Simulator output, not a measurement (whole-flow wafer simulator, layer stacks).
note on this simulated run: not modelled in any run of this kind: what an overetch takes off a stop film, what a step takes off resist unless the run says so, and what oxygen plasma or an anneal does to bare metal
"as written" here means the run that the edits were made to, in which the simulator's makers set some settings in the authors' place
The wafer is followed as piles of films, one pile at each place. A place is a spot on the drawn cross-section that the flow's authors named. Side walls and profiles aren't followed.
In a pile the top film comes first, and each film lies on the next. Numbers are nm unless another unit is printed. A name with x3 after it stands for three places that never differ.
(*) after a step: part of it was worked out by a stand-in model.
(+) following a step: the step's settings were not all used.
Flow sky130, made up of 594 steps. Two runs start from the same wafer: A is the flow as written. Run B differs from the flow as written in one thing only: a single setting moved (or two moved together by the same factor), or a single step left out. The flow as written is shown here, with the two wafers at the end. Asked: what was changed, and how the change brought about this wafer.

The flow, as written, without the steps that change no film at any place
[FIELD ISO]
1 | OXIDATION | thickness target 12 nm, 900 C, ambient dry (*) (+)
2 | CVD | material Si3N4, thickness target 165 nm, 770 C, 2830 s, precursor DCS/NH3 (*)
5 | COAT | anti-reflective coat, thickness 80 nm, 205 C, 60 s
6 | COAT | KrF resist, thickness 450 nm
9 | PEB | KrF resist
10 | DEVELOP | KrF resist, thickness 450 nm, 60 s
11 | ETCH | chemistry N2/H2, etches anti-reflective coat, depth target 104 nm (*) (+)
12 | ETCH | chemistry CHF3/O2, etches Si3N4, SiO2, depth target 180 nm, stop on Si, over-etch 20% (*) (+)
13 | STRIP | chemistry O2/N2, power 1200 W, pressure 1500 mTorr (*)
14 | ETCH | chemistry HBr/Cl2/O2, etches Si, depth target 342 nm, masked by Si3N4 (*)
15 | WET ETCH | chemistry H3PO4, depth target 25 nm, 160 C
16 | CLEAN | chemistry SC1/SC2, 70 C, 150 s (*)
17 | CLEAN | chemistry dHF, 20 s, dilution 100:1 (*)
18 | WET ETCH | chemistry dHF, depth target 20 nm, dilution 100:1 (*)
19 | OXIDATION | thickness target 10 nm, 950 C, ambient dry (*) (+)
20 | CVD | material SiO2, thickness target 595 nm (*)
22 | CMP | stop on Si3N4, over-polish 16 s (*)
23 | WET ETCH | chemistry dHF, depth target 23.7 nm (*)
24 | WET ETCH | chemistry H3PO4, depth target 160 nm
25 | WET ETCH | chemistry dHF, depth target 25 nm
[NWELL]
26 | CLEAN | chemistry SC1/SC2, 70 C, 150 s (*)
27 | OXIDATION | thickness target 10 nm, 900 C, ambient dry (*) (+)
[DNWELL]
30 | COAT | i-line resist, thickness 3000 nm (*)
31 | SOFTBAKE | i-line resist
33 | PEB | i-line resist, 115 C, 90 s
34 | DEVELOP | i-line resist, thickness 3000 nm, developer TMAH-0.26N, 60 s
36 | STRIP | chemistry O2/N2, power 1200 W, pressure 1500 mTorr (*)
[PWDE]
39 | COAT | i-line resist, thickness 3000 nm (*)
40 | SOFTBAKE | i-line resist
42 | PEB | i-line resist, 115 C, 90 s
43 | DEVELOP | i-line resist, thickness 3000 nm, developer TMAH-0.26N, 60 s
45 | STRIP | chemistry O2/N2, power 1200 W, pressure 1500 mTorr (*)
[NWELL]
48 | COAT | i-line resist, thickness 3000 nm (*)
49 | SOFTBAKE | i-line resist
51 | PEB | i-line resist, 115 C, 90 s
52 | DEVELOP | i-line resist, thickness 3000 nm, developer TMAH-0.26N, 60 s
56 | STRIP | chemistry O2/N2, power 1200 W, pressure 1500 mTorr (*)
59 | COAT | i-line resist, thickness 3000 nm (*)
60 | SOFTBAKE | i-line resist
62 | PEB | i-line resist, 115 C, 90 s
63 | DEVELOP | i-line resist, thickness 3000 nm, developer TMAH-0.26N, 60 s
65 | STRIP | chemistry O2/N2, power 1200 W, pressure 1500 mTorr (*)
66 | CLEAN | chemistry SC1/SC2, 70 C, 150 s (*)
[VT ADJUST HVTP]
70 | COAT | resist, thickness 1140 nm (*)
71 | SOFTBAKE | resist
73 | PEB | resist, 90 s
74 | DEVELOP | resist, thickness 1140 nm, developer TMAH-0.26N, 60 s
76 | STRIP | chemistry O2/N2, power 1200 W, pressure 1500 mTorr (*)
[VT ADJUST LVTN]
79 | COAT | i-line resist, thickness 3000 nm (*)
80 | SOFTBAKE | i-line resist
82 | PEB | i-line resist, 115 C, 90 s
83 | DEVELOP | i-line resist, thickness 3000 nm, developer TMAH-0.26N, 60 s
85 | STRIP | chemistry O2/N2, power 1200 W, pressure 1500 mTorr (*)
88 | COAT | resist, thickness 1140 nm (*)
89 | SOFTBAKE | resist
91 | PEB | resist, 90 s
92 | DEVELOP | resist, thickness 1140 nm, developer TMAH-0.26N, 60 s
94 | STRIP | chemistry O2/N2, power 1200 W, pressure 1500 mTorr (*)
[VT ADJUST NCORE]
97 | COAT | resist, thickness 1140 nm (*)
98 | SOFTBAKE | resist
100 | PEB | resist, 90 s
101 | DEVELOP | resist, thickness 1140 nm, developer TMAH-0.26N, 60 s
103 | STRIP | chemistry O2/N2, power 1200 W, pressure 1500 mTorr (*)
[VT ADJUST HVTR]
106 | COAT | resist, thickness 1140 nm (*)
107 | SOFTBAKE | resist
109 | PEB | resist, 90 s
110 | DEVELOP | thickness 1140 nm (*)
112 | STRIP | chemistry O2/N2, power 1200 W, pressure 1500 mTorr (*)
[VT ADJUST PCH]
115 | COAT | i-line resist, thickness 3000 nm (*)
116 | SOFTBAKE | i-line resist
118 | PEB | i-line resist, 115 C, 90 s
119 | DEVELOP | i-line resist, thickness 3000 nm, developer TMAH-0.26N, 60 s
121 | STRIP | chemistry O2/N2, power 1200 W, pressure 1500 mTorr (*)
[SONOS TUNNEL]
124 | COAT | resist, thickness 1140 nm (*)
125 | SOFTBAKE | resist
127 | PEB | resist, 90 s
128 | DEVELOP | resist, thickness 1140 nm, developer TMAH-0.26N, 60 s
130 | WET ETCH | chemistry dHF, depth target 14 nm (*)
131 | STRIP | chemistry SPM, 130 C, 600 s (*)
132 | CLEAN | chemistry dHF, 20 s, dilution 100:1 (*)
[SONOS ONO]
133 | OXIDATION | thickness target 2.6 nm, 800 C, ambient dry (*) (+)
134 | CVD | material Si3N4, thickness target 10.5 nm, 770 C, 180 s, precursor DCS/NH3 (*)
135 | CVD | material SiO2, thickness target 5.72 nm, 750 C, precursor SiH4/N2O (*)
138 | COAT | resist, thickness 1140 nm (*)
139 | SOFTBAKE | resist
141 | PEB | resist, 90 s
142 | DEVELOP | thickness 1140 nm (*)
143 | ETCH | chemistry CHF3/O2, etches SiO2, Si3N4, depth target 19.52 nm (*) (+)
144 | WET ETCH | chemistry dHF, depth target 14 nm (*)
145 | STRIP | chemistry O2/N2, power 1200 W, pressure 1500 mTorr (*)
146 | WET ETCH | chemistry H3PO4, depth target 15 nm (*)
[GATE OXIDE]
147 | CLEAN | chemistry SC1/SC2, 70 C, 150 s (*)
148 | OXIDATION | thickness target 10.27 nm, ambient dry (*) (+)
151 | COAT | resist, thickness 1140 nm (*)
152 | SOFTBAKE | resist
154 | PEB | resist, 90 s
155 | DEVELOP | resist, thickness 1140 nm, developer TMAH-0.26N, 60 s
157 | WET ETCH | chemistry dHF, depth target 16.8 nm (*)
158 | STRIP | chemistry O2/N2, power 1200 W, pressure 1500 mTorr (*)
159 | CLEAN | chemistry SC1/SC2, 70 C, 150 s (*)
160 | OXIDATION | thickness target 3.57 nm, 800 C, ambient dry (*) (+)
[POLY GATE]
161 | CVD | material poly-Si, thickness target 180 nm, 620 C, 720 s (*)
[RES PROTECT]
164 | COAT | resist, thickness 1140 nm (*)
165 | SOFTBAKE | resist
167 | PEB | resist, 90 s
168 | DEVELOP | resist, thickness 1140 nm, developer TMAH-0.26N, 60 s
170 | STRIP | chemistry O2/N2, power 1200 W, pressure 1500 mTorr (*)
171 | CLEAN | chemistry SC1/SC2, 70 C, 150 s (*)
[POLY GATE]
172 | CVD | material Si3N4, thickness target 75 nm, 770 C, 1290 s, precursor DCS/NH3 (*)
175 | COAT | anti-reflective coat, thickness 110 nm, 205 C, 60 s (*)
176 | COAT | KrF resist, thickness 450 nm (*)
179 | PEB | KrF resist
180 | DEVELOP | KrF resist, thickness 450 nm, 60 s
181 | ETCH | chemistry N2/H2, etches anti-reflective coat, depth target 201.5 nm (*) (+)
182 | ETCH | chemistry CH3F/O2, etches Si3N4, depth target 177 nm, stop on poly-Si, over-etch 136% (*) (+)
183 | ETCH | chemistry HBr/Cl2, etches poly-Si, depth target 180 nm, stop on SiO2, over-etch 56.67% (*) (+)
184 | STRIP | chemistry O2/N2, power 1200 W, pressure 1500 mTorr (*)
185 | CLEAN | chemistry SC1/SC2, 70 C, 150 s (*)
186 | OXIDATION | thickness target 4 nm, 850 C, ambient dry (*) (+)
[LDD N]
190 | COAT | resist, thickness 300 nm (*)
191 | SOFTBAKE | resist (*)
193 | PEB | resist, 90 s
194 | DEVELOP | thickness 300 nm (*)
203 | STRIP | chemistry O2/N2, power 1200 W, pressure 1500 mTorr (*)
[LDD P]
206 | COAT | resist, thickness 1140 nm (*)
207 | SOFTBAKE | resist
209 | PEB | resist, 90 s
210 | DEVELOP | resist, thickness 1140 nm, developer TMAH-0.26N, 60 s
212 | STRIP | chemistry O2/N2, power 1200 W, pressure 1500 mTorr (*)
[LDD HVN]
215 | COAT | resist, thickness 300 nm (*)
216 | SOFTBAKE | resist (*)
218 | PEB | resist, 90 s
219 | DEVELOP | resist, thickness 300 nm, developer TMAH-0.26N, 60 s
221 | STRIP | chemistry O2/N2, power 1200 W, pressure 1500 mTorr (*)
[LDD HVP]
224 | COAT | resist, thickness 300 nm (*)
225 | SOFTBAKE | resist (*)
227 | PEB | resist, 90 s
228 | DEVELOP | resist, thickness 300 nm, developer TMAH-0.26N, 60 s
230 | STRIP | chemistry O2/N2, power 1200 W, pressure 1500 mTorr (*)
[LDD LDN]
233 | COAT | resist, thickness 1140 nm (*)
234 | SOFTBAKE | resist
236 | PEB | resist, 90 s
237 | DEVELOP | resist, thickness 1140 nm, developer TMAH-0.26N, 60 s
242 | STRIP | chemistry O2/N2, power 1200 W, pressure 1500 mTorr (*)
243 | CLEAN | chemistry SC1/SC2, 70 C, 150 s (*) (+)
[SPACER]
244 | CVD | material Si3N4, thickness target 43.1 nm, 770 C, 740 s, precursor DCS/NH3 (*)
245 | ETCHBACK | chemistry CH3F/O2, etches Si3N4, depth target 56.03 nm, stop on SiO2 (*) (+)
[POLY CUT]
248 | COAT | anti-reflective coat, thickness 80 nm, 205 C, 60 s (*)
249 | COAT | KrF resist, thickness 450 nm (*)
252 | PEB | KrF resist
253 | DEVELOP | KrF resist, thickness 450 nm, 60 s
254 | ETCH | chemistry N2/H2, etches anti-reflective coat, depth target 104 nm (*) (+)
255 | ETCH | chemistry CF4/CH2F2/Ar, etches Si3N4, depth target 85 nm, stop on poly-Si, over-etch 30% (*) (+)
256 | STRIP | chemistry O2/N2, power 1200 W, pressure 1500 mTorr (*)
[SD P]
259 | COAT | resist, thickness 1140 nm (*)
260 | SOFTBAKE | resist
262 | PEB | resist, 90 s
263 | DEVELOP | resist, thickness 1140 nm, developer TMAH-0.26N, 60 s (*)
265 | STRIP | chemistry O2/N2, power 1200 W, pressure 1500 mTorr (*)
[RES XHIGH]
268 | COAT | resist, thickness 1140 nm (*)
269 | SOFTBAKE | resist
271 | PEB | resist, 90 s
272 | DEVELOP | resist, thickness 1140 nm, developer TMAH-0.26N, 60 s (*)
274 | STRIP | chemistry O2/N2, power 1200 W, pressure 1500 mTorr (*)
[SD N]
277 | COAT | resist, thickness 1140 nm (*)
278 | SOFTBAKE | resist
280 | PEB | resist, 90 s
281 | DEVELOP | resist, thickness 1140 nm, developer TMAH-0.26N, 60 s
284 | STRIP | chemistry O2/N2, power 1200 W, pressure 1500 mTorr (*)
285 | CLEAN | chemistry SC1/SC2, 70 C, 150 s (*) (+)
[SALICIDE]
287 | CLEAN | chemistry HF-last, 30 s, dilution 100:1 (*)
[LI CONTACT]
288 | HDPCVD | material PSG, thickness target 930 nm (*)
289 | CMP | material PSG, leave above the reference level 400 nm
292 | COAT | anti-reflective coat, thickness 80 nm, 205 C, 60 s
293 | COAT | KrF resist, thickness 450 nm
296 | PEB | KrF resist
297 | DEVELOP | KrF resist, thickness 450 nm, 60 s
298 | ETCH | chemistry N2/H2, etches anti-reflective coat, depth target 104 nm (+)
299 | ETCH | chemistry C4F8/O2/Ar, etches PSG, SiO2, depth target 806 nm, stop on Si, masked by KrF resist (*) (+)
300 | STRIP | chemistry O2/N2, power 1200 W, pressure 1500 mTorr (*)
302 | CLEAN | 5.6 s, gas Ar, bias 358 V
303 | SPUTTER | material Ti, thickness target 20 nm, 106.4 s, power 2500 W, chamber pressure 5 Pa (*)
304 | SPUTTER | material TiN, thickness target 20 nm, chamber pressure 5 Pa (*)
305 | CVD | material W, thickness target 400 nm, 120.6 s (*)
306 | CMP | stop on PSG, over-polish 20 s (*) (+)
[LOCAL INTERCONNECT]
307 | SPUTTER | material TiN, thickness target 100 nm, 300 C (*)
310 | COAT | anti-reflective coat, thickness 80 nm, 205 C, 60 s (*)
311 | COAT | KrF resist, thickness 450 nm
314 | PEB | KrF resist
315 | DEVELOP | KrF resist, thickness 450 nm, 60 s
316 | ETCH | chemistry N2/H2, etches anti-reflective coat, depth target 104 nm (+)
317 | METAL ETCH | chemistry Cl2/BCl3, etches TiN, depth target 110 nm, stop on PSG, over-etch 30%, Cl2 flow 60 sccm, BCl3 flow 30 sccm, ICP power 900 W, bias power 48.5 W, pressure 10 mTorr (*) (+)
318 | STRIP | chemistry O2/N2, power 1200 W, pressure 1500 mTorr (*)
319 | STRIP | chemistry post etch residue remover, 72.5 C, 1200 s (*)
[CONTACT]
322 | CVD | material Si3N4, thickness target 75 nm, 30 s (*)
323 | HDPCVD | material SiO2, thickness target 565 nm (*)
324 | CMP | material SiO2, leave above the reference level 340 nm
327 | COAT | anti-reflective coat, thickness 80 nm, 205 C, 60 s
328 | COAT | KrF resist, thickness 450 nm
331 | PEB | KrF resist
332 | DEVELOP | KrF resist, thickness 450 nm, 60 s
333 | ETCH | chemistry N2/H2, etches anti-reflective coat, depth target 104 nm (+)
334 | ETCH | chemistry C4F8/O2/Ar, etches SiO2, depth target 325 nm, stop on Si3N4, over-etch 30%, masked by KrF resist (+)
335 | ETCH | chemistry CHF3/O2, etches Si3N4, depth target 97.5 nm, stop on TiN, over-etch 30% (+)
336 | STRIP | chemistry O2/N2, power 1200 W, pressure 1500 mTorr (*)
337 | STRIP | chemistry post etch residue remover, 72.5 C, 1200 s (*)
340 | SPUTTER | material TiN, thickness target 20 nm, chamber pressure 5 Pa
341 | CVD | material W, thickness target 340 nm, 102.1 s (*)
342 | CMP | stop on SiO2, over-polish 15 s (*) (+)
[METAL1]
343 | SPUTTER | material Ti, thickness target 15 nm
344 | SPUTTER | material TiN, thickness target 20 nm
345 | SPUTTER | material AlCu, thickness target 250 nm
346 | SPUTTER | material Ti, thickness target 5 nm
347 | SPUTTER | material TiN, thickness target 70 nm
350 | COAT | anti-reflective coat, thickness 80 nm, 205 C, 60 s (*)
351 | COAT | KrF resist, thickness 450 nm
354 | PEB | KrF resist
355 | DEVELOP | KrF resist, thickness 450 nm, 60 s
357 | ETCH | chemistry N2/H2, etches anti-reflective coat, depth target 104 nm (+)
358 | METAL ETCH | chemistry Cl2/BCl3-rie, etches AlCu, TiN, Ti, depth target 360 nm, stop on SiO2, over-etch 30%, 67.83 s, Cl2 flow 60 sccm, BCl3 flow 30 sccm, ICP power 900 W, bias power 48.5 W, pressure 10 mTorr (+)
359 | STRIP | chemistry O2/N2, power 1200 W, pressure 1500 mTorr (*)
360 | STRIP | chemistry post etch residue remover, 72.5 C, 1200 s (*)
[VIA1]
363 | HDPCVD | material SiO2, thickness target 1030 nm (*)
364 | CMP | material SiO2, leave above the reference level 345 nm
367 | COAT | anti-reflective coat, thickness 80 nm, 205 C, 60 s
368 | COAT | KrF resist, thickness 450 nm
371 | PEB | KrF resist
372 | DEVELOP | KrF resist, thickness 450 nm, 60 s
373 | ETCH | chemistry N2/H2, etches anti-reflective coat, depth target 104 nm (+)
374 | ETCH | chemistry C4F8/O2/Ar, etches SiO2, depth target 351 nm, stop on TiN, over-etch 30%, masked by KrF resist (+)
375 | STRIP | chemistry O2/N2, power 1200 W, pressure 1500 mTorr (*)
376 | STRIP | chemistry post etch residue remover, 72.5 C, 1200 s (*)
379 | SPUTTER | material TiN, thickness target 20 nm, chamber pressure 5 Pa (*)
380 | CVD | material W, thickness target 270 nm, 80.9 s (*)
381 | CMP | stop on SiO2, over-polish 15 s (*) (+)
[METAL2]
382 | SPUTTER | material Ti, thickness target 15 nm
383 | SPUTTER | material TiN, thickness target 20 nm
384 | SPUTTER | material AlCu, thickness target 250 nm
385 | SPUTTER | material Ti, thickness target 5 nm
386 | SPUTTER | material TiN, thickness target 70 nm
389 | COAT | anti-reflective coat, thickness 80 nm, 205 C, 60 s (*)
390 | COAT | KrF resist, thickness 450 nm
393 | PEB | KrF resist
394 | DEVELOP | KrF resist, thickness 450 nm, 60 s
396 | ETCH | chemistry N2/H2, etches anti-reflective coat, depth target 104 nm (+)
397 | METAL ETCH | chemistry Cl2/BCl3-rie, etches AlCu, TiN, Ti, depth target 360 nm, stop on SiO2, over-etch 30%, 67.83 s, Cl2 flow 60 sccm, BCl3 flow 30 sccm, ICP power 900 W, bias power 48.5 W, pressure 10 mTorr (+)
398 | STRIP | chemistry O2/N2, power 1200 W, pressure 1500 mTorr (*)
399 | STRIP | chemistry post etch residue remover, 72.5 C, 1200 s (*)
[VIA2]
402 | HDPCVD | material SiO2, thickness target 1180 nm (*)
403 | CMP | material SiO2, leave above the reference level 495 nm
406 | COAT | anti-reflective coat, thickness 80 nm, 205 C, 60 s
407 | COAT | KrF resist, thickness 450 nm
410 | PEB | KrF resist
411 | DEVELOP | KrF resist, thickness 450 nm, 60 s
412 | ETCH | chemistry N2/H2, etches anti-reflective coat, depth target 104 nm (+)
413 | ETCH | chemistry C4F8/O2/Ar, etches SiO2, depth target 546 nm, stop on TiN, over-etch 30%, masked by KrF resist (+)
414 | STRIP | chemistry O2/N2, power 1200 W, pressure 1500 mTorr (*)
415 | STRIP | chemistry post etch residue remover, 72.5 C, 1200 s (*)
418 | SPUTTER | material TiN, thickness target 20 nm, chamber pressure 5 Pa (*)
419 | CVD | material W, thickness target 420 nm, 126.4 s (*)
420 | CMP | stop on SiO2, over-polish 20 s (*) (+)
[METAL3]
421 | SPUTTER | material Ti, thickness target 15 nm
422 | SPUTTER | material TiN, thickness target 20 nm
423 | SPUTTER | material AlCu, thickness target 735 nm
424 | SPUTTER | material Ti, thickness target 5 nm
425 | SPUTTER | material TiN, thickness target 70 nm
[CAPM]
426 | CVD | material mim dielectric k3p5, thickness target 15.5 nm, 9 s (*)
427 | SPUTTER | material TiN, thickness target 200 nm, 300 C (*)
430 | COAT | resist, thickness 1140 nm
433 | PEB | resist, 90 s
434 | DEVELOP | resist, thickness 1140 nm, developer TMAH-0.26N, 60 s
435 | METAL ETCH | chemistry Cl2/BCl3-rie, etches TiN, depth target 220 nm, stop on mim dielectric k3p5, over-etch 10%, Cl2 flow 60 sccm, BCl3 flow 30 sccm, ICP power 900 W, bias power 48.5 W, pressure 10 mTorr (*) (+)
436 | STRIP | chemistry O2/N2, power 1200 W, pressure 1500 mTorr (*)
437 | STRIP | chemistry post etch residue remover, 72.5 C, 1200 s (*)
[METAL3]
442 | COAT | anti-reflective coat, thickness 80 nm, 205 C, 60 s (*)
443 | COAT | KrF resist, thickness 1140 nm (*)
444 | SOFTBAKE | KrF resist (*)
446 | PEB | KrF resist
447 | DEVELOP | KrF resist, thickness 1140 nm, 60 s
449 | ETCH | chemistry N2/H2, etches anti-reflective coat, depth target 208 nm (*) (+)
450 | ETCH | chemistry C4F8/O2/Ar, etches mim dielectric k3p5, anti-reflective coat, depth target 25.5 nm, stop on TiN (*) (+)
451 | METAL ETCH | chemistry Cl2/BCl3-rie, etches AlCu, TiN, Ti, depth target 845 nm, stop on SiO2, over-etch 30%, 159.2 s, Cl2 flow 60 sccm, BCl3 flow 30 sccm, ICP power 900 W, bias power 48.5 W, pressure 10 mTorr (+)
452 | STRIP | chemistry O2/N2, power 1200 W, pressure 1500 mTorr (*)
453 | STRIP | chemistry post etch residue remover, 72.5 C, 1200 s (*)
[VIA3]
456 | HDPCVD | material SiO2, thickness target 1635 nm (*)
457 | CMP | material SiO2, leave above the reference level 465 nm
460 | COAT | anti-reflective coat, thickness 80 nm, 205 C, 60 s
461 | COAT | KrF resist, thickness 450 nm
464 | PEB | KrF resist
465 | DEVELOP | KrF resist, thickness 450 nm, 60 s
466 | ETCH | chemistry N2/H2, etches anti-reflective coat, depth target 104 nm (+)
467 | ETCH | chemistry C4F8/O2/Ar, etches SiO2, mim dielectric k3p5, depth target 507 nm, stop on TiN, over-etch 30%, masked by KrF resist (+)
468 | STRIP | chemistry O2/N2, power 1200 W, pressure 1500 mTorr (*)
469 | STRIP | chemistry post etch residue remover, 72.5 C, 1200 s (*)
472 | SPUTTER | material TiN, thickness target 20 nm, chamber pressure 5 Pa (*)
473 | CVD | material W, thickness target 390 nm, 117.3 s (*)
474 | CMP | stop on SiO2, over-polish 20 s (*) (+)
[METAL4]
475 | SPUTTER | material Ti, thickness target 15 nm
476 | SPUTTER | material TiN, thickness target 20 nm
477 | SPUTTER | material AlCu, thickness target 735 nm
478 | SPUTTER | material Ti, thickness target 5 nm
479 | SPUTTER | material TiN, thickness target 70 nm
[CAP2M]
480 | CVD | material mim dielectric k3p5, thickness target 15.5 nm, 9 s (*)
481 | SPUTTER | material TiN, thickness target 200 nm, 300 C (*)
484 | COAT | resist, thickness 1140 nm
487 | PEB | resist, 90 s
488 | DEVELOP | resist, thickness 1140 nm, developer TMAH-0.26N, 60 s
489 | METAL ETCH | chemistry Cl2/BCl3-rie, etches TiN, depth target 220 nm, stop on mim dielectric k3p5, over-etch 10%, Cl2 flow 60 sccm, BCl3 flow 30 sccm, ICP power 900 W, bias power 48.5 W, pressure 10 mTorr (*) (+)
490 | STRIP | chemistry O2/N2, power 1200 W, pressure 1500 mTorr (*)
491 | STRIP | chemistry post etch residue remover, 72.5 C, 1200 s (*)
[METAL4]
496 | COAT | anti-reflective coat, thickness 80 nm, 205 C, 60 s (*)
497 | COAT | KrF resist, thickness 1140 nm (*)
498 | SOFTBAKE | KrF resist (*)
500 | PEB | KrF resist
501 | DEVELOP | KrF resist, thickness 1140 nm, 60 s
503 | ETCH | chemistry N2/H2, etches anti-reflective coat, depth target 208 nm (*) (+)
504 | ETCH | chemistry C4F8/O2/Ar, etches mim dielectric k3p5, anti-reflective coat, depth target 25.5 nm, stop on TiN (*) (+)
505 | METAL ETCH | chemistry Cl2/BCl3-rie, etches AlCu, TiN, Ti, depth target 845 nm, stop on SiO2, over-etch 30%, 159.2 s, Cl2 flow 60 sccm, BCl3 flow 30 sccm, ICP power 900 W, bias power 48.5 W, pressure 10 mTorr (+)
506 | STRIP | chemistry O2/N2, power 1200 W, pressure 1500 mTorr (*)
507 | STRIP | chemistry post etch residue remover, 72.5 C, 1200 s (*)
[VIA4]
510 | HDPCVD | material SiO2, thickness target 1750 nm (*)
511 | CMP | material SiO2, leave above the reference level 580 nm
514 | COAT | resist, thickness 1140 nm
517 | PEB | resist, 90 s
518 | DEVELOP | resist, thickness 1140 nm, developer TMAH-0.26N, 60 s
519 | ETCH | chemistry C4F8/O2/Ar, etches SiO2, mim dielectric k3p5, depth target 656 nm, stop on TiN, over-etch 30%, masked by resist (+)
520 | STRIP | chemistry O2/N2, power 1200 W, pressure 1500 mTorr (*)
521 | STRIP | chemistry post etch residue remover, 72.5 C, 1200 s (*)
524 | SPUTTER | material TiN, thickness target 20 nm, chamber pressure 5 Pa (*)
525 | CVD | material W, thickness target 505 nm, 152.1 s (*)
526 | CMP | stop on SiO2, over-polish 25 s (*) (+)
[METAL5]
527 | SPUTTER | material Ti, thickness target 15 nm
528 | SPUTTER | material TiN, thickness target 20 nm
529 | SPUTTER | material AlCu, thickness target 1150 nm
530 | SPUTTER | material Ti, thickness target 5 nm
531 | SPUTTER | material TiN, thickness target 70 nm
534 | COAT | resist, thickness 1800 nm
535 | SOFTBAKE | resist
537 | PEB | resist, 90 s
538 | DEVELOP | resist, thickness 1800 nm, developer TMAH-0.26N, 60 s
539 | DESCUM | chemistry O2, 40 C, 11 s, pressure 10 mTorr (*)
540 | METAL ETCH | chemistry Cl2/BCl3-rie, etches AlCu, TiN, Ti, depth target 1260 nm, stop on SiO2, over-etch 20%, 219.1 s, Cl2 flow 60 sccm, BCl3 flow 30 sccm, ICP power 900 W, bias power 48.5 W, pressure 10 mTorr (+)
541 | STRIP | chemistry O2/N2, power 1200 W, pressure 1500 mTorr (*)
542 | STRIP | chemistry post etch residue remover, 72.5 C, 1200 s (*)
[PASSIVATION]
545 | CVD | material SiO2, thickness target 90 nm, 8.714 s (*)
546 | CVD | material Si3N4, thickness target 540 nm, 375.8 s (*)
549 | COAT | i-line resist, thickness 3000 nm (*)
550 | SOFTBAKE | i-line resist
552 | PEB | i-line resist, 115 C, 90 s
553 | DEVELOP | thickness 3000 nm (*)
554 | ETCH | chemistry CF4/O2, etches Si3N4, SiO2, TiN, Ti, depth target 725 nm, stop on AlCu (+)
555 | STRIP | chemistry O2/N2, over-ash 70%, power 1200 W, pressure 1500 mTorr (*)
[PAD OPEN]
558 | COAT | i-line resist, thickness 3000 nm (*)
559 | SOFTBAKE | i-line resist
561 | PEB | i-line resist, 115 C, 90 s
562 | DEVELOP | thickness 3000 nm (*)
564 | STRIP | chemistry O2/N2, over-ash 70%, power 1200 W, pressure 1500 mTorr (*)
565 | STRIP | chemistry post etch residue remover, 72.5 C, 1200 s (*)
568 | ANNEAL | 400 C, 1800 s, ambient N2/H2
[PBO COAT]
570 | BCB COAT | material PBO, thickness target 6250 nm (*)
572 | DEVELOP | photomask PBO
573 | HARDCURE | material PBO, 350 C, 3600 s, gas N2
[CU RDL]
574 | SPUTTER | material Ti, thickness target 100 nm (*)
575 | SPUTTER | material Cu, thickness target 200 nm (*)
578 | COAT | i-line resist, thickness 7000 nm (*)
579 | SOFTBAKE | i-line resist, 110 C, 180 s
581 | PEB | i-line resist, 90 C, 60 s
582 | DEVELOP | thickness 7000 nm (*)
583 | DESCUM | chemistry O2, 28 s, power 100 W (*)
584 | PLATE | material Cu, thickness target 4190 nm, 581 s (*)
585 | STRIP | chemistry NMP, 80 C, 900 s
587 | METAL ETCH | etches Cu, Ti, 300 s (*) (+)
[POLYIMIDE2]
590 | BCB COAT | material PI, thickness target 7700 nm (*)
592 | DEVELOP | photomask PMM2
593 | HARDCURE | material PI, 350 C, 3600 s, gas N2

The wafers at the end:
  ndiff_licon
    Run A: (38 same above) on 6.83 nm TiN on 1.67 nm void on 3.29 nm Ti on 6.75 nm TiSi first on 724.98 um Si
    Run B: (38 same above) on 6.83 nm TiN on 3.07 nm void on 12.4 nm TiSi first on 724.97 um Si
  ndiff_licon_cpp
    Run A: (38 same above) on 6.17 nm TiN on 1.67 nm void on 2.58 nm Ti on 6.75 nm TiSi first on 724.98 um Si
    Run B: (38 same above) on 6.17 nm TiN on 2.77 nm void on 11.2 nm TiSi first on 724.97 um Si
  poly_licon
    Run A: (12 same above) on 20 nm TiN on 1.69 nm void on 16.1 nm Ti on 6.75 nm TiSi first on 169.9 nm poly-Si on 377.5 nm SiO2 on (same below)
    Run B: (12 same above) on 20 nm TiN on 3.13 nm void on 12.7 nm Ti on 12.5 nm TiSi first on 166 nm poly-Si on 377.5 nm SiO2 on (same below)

What caused this: step 568, ANNEAL: 434 C was run, whereas the flow has 400 C.

How this came from the change, step by step:
  568 | ANNEAL | 400 C, 1800 s, ambient N2/H2
      ndiff_licon_cpp: A under 37 films: void gains 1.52 (new film), Ti loses 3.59, TiSi first gains 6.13 (new film), Si loses 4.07 | B under 37 films: void gains 2.77 (new film), TiSi first gains 11.2 (new film), Ti loses 6.53 (all of it), Si loses 7.41
      poly_licon, rpo_hd_licon: A under 11 films: void gains 1.54 (new film), Ti loses 3.59, TiSi first gains 6.13 (new film), poly-Si loses 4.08 | B under 11 films: void gains 3.05 (new film), Ti loses 7.12, TiSi first gains 12.2 (new film), poly-Si loses 8.1
      (and at 1 other place as well)
With metal films that touch counted as one body, ndiff_licon has 5 bodies (between them, from the top down: SiO2 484 / mim dielectric k3p5 15.5; SiO2 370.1 / mim dielectric k3p5 15.5; SiO2 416; SiO2 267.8); the flow as written gives 6 bodies (between them, from the top down: SiO2 484 / mim dielectric k3p5 15.5; SiO2 370.1 / mim dielectric k3p5 15.5; SiO2 416; SiO2 267.8; void 1.67).
With metal films that touch counted as one body, ndiff_licon_cpp has 5 bodies (between them, from the top down: SiO2 484 / mim dielectric k3p5 15.5; SiO2 370.1 / mim dielectric k3p5 15.5; SiO2 416; SiO2 267.8); the flow as written gives 6 bodies (between them, from the top down: SiO2 484 / mim dielectric k3p5 15.5; SiO2 370.1 / mim dielectric k3p5 15.5; SiO2 416; SiO2 267.8; void 1.67).
